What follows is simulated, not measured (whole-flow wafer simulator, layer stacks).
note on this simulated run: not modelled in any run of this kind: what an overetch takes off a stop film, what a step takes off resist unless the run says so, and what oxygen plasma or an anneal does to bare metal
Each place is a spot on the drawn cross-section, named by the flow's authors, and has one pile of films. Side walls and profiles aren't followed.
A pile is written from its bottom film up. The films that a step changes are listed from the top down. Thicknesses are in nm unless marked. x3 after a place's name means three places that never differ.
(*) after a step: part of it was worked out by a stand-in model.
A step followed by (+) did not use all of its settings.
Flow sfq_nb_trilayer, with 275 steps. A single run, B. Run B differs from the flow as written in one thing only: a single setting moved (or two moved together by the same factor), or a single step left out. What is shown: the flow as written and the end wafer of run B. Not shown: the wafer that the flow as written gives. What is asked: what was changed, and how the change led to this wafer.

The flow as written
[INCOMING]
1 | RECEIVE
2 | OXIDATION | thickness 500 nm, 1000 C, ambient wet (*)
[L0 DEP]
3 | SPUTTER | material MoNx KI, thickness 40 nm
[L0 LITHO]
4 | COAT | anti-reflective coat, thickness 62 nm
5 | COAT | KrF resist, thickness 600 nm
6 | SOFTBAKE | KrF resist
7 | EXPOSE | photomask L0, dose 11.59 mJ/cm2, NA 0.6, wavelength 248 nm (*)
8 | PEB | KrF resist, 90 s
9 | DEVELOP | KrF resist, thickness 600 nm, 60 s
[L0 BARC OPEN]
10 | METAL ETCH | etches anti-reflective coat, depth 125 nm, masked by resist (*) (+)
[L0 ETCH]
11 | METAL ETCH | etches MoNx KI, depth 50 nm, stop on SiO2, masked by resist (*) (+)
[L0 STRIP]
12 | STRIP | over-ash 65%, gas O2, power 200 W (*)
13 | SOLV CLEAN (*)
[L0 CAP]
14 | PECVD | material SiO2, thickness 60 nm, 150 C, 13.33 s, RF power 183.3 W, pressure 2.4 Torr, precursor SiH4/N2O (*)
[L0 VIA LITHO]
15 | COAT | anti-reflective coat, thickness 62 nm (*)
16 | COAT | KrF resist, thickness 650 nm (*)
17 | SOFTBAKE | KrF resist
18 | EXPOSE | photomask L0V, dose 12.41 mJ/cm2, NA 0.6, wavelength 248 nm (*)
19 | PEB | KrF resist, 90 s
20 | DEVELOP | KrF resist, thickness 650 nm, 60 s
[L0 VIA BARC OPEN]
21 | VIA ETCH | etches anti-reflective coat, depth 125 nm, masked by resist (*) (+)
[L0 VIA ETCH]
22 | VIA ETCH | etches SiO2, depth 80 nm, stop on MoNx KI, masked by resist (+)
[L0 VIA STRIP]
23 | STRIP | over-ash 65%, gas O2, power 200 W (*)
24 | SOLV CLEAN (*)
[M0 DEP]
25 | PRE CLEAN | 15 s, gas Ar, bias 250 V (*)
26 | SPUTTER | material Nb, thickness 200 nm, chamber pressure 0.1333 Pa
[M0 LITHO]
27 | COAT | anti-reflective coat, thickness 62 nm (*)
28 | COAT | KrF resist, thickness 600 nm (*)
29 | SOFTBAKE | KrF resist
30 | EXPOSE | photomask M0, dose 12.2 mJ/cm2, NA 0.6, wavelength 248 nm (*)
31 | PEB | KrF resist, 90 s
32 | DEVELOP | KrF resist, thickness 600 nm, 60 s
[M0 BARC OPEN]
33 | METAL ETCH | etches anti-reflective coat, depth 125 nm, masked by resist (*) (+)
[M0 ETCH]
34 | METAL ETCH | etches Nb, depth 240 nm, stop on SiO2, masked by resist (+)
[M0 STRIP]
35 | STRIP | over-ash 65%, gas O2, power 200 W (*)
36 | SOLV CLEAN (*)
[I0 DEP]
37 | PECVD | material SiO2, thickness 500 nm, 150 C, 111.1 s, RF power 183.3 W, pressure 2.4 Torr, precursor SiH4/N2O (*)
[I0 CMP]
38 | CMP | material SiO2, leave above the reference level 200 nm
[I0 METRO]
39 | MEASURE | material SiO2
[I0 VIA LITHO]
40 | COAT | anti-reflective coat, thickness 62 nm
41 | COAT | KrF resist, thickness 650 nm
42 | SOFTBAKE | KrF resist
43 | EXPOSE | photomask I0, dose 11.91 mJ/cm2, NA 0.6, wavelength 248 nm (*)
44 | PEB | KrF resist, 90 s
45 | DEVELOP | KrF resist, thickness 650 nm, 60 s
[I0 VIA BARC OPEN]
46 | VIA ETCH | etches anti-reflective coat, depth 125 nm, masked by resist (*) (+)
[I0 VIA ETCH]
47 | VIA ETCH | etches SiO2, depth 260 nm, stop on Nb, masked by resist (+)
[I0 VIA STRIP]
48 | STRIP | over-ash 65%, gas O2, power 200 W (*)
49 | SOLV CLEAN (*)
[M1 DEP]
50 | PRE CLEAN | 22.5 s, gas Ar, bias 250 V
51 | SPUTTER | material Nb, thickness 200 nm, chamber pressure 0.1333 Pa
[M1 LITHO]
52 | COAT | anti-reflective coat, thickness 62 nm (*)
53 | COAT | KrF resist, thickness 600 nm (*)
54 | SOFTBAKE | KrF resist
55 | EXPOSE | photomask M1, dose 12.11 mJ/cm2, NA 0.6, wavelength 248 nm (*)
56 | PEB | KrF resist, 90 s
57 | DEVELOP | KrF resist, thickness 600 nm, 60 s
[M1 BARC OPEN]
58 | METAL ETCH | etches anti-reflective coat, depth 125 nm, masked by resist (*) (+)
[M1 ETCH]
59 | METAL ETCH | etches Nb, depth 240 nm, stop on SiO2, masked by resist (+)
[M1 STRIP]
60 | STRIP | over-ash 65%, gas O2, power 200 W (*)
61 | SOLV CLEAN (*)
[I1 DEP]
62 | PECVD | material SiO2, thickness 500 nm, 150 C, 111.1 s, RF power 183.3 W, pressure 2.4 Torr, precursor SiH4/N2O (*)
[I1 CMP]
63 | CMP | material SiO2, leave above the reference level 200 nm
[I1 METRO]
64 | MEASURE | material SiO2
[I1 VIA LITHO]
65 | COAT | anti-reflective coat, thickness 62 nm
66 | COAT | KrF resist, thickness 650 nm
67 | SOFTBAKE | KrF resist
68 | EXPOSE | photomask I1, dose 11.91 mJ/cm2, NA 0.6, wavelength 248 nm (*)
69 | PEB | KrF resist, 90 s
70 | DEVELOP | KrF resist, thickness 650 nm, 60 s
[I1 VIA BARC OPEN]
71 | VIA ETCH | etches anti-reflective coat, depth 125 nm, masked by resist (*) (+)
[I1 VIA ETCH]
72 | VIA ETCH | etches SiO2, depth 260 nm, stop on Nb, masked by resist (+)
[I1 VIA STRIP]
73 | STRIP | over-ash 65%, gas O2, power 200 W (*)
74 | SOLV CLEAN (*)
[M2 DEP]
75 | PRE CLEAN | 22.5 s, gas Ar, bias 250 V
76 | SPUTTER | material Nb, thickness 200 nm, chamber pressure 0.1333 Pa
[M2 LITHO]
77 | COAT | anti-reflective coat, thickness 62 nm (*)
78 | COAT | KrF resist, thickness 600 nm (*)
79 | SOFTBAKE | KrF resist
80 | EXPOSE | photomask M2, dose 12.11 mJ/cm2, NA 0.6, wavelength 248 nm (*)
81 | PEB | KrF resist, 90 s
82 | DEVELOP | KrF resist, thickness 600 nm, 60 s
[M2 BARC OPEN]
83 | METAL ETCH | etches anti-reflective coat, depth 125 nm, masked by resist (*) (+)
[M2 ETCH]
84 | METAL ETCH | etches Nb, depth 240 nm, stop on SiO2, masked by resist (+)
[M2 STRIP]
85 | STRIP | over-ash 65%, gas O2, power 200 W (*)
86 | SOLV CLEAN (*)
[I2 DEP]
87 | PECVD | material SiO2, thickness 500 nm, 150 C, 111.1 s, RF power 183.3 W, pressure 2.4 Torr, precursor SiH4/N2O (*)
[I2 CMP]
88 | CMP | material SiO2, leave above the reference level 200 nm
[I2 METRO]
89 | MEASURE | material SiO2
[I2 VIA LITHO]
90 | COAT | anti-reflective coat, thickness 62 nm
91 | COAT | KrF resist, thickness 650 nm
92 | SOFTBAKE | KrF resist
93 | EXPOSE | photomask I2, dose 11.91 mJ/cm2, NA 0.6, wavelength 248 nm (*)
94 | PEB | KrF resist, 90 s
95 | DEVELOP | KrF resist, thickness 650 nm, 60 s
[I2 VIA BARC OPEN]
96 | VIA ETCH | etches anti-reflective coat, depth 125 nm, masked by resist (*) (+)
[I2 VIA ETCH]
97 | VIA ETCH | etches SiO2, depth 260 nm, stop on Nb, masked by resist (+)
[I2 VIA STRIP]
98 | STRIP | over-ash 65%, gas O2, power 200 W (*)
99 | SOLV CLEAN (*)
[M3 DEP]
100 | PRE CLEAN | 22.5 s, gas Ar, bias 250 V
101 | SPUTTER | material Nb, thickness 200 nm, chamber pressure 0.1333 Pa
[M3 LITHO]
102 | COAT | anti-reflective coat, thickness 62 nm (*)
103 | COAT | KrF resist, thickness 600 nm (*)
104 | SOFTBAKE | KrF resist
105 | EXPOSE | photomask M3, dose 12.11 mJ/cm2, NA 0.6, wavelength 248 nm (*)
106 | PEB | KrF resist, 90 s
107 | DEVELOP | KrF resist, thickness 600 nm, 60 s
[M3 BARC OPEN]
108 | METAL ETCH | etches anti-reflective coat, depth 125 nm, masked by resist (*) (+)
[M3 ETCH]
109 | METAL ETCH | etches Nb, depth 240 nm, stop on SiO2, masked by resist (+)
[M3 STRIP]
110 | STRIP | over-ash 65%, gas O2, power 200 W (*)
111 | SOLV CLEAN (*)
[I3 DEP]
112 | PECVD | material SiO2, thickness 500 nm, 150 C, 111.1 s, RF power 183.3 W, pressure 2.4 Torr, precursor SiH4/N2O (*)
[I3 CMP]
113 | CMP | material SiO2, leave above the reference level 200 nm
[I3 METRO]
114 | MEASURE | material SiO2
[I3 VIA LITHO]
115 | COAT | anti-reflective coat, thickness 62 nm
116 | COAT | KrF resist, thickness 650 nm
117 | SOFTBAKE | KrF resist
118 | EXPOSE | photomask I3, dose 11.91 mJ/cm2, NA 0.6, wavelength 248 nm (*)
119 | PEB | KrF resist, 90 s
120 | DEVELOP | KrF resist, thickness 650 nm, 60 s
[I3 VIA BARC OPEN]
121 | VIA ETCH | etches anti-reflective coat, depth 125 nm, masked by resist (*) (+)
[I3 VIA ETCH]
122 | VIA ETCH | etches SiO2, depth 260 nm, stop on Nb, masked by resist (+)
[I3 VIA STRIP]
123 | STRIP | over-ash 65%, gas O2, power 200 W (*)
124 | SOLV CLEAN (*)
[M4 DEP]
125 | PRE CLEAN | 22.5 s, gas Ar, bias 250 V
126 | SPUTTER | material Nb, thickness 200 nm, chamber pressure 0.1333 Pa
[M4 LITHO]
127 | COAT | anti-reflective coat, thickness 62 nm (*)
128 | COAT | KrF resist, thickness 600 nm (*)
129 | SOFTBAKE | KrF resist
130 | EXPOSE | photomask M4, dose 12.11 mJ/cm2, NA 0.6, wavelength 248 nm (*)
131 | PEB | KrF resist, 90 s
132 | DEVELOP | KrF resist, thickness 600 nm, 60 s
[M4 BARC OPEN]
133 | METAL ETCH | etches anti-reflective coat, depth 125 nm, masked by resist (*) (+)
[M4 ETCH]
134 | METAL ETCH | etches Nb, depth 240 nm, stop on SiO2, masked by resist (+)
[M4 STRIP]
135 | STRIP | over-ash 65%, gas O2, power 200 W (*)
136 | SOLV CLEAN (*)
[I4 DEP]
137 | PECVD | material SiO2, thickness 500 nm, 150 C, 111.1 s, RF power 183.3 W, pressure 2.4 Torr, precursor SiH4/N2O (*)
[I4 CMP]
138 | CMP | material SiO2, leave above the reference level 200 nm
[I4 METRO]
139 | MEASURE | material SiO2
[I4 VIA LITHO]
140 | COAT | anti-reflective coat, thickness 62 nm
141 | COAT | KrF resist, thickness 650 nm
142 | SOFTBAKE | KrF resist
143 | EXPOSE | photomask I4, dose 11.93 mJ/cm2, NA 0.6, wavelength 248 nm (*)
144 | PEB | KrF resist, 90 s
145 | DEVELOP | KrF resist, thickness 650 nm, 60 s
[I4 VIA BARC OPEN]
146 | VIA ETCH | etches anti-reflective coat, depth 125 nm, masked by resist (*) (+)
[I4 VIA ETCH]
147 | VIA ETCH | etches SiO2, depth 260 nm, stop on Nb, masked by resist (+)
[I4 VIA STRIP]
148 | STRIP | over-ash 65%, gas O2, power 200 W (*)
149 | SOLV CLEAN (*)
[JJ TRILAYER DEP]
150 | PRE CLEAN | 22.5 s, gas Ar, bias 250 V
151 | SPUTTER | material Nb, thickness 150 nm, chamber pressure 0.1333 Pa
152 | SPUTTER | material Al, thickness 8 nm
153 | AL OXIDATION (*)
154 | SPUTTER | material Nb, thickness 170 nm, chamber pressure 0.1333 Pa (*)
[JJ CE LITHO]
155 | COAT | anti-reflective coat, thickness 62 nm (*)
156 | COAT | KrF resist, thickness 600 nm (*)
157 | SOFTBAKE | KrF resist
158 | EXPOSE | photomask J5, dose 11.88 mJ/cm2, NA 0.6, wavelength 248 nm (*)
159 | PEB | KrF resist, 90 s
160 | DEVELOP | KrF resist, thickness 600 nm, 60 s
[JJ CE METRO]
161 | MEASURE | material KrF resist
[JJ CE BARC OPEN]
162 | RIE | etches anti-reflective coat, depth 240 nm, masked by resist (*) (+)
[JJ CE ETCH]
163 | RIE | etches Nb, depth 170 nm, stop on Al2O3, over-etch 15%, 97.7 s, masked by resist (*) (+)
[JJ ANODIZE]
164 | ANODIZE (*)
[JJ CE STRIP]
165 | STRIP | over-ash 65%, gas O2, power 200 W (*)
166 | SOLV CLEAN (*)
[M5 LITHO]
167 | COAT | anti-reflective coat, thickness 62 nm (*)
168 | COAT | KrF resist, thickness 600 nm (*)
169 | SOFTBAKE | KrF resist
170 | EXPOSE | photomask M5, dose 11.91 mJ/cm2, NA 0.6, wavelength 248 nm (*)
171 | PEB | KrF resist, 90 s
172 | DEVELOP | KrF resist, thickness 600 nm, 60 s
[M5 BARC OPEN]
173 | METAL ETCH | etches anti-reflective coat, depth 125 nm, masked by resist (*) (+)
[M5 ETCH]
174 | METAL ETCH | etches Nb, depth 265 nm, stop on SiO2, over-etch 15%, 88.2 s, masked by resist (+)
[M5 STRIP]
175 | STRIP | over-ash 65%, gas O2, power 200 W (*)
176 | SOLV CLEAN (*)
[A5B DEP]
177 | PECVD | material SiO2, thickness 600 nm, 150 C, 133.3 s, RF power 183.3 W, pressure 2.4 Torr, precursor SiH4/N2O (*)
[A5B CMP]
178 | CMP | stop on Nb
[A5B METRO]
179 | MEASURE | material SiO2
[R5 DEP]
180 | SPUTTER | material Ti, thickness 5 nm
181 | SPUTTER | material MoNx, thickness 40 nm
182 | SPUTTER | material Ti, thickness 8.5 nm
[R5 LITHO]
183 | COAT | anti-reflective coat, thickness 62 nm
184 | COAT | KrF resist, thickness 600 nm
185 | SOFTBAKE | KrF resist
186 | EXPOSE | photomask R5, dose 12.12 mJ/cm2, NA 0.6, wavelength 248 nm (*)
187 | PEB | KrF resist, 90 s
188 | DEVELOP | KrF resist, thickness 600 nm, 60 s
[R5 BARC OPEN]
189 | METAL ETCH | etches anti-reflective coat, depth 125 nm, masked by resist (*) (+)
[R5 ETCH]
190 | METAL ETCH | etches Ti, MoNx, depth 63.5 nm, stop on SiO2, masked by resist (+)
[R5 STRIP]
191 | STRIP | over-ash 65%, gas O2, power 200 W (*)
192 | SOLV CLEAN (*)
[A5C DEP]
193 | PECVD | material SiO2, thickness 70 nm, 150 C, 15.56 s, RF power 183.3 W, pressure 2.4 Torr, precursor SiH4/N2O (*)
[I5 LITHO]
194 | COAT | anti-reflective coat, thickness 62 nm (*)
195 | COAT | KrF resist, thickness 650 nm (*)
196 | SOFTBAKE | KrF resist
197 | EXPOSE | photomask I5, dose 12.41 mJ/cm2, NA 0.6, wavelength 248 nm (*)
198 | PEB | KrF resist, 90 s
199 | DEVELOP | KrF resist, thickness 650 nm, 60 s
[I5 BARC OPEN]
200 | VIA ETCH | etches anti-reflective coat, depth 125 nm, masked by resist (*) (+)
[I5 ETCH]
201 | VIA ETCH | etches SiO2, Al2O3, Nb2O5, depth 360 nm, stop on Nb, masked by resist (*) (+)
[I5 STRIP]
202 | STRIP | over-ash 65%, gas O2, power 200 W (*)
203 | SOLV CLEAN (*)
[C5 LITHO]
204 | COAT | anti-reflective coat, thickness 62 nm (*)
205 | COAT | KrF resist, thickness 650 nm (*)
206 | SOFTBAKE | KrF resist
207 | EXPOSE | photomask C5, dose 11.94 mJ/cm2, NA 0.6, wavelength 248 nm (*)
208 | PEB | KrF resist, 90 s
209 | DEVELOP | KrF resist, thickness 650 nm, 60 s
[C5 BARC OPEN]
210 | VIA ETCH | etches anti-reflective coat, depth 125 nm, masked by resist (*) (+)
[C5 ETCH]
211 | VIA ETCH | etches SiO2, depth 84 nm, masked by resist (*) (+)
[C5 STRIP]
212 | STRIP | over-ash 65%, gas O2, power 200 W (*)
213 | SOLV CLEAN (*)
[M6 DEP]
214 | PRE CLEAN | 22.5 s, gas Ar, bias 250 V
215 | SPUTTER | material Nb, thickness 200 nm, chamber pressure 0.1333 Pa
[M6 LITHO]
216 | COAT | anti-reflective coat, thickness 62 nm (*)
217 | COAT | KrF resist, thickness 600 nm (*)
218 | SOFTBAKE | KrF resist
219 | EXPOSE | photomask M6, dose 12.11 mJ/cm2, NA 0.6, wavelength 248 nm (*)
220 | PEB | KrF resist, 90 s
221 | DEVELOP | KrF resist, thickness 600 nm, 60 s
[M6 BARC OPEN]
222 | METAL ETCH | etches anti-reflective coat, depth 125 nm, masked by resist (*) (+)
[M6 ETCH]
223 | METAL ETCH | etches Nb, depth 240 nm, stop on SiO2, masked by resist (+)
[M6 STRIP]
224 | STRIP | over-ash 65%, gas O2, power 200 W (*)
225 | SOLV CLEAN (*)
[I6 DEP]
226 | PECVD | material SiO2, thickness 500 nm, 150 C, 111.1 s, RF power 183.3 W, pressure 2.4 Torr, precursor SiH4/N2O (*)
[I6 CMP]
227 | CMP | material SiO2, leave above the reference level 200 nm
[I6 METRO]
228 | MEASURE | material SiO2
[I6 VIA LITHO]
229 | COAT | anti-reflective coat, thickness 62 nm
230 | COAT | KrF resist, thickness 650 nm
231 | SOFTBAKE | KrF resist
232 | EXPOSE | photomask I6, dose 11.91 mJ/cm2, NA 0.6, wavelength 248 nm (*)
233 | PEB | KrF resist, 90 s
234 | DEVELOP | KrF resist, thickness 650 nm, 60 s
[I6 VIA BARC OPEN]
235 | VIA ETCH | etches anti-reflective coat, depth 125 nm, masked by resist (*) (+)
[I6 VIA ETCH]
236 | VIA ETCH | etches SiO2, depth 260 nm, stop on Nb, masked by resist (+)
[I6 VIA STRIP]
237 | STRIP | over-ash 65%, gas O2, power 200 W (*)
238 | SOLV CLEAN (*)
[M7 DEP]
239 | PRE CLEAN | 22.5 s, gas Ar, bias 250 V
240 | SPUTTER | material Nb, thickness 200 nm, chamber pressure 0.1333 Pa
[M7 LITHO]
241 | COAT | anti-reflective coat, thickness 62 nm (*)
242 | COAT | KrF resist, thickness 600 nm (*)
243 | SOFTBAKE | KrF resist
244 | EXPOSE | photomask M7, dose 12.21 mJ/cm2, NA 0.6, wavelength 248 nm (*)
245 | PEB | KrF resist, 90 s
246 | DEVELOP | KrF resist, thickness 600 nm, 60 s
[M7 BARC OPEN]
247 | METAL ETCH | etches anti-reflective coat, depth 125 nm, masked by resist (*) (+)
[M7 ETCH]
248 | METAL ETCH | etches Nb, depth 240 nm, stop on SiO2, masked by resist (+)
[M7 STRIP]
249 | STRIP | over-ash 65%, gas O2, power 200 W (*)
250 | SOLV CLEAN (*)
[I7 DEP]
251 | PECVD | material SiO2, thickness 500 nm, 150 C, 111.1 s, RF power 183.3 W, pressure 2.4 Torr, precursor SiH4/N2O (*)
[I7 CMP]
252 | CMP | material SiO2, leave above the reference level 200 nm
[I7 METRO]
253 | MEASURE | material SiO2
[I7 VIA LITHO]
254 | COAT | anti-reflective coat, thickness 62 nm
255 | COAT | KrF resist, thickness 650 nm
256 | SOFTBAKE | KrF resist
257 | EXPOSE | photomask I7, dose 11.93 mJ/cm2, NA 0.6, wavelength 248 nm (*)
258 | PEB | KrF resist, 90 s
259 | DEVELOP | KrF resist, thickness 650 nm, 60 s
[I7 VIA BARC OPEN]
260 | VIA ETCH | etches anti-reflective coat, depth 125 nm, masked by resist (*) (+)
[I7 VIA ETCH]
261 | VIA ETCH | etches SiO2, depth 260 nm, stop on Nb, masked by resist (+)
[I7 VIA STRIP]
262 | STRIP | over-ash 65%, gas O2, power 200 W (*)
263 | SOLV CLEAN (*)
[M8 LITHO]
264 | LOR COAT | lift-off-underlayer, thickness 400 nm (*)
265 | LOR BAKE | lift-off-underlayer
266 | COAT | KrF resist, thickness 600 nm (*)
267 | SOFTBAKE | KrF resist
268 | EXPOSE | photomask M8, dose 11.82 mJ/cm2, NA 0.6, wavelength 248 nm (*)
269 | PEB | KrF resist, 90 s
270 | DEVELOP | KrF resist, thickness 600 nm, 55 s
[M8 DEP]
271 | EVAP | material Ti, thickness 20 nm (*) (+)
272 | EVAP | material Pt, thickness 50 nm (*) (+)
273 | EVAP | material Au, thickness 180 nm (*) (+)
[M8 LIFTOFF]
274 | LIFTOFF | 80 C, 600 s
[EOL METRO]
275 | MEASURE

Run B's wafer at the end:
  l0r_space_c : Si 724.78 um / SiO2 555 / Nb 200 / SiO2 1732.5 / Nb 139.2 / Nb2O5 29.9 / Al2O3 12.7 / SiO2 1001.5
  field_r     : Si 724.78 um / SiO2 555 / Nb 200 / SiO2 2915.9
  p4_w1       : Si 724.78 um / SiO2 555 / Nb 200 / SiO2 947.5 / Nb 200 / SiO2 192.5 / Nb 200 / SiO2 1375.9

The reason: step 38, CMP: leave above the reference level 170 nm was run, while the flow as written has leave above the reference level 200 nm.

Step by step, how the change led to this:
  38 | CMP | material SiO2, leave above the reference level 200 nm
      v_sur, via_wl, via_w and 94 more: -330 SiO2 (as written it would have been: -300 SiO2)
      field_l, l0_sur, l0r_line_l, l0r_line_c, l0r_line_r: -370 SiO2 (as written it would have been: -340 SiO2)
      (and at 4 other places as well)
  47 | VIA ETCH | etches SiO2, depth 260 nm, stop on Nb, masked by resist (+)
      field_l, v_sur, via_wl and 102 more: -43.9 KrF resist (as written it would have been: -44.8 KrF resist)
      via_w: -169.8 SiO2 (all of it) (as written it would have been: -199.8 SiO2 (all of it))
  51 | SPUTTER | material Nb, thickness 200 nm, chamber pressure 0.1333 Pa
      via_w: +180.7 Nb (as written it would have been: +174.5 Nb)
  52 | COAT | anti-reflective coat, thickness 62 nm (*)
      via_w: +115 anti-reflective coat (new film) (as written it would have been: +123.1 anti-reflective coat (new film))
  53 | COAT | KrF resist, thickness 600 nm (*)
      via_w: +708 KrF resist (new film) (as written it would have been: +731.8 KrF resist (new film))
  60 | STRIP | over-ash 65%, gas O2, power 200 W (*)
      via_w: -490.1 KrF resist (all of it), -115 anti-reflective coat (all of it) (as written it would have been: -513.8 KrF resist (all of it), -123.1 anti-reflective coat (all of it))
  62 | PECVD | material SiO2, thickness 500 nm, 150 C, 111.1 s, RF power 183.3 W, pressure 2.4 Torr, precursor SiH4/N2O (*)
      via_w: +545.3 SiO2 (new film) (as written it would have been: +606 SiO2 (new film))
  63 | CMP | material SiO2, leave above the reference level 200 nm
      via_w: -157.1 SiO2 (as written it would have been: -181.6 SiO2)
